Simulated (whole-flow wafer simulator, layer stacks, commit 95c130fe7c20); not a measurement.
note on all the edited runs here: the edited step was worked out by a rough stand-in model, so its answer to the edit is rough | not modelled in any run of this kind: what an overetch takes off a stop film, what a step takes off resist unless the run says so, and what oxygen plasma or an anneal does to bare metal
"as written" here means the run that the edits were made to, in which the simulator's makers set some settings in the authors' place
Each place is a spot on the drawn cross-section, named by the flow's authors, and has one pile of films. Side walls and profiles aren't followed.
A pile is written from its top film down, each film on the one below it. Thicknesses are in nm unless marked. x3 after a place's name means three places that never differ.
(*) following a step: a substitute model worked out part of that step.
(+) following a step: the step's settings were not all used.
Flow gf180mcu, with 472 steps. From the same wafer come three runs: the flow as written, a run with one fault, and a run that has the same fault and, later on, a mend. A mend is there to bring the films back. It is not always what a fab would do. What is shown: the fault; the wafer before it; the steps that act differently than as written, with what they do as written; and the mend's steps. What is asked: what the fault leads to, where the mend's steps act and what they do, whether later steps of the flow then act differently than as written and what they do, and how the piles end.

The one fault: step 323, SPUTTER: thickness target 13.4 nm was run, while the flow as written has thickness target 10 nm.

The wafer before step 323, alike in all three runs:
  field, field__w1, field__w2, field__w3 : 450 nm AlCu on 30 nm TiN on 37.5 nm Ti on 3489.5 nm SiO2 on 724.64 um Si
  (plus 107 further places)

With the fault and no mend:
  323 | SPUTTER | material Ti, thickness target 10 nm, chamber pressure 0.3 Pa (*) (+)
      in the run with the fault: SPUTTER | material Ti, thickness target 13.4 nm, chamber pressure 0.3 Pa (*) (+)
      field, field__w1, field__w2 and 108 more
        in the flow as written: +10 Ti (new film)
        in the run with the fault: +13.4 Ti (new film)
  Steps further on in the flow that do not act as written (5 other steps are not shown; they differ only slightly, by no more than 2% or 0.5 nm, whichever is larger):
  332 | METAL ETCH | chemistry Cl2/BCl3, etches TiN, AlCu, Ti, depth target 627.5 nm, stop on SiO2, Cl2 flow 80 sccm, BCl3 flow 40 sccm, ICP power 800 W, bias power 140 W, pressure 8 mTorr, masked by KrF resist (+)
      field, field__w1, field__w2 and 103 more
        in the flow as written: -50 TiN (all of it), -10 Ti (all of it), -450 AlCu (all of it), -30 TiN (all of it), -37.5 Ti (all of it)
        in the run with the fault: -50 TiN (all of it), -13.4 Ti (all of it), -450 AlCu (all of it), -30 TiN (all of it), -37.5 Ti (all of it)
  The piles end different from the flow's at field__w8, contact, m1, m1__w1, m1_nw by more than 2% or 0.5 nm, whichever is larger.
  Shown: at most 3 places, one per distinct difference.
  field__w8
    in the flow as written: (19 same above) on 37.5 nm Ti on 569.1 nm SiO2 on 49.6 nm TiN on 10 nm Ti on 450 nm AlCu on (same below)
    in the run with the fault: (19 same above) on 37.5 nm Ti on 565.7 nm SiO2 on 49.6 nm TiN on 13.4 nm Ti on 450 nm AlCu on (same below)
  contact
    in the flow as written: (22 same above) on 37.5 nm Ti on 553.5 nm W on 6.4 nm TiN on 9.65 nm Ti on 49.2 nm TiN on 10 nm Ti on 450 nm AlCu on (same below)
    in the run with the fault: (22 same above) on 37.5 nm Ti on 550.1 nm W on 6.42 nm TiN on 9.67 nm Ti on 49.2 nm TiN on 13.4 nm Ti on 450 nm AlCu on (same below)

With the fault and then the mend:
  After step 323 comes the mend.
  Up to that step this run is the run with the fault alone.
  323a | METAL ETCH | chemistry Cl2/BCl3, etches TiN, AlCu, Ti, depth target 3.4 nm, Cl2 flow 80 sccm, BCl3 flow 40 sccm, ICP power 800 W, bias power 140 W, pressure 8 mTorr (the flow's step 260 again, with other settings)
      field, field__w1, field__w2 and 108 more
        -3.4 Ti
  Every later step of the flow that is run acts as written at every place that is followed.
  At every place that both follow, the piles at the end match the flow's.
